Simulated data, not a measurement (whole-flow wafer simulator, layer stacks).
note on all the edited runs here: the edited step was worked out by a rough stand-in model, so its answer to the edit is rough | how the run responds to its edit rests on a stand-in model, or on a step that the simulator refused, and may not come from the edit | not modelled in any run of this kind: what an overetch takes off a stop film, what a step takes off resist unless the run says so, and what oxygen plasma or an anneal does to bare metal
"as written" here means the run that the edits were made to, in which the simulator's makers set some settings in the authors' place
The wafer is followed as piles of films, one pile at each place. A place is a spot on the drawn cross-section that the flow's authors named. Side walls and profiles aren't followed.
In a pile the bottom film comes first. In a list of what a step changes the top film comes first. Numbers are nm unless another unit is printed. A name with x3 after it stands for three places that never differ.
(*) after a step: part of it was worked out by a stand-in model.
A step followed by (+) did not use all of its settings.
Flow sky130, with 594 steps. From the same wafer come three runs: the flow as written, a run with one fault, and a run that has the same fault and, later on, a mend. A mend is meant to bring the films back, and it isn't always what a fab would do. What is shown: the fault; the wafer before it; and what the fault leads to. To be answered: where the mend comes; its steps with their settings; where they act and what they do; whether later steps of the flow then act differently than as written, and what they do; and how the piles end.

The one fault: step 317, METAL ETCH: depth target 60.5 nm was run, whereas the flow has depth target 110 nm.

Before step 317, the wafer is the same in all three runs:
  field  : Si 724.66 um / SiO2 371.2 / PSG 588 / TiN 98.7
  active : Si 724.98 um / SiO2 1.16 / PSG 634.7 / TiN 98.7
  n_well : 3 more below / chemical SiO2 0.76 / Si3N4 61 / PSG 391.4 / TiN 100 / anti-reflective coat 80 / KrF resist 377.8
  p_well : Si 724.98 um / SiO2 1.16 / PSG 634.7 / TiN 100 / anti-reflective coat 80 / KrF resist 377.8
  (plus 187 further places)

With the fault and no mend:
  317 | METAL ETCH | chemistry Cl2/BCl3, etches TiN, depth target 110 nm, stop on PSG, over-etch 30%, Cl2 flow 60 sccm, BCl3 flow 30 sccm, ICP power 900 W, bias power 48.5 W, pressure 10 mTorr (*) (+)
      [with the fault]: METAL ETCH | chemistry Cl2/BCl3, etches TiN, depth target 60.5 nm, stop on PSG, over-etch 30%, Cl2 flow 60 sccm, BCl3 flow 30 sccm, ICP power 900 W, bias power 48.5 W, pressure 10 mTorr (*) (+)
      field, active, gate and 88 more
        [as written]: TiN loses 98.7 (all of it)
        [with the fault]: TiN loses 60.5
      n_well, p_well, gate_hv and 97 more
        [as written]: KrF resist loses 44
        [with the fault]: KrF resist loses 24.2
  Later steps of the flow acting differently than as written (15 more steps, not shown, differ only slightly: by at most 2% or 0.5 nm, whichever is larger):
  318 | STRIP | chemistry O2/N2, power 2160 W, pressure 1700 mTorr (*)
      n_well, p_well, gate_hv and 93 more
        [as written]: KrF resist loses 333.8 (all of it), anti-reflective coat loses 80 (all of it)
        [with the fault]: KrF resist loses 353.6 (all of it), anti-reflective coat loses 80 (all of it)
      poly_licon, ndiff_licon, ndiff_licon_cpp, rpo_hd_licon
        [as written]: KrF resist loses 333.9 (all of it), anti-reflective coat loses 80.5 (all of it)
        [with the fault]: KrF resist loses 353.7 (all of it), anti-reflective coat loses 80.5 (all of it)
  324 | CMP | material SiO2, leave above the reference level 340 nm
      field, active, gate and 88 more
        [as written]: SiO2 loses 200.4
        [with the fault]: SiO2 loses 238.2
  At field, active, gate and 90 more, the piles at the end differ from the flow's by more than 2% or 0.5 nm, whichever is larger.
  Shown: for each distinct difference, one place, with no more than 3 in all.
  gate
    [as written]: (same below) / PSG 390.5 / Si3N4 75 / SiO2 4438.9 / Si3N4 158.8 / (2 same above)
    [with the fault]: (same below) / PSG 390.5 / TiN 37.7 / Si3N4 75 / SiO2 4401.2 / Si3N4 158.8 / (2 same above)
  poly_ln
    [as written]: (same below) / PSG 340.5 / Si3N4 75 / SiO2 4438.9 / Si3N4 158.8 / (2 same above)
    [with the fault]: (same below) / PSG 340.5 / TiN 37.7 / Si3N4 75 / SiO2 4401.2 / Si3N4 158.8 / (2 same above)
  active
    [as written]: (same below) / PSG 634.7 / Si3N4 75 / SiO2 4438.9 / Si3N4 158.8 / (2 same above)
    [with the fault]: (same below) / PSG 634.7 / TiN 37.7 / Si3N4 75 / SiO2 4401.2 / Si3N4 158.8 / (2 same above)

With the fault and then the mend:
  The mend follows step 317.
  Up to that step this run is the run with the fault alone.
  317a | METAL ETCH | chemistry Cl2/BCl3, etches TiN, depth target 49.5 nm, stop on PSG, over-etch 30%, Cl2 flow 60 sccm, BCl3 flow 30 sccm, ICP power 900 W, bias power 48.5 W, pressure 10 mTorr (*) (+) (the flow's step 317 again, with other settings)
      n_well, p_well, gate_hv and 97 more
        KrF resist loses 19.8
      field, active, gate and 88 more
        TiN loses 38.2 (all of it)
  None of the later steps of the flow acts differently than as written at any place that is followed.
  At every place that both follow, the piles at the end match the flow's.
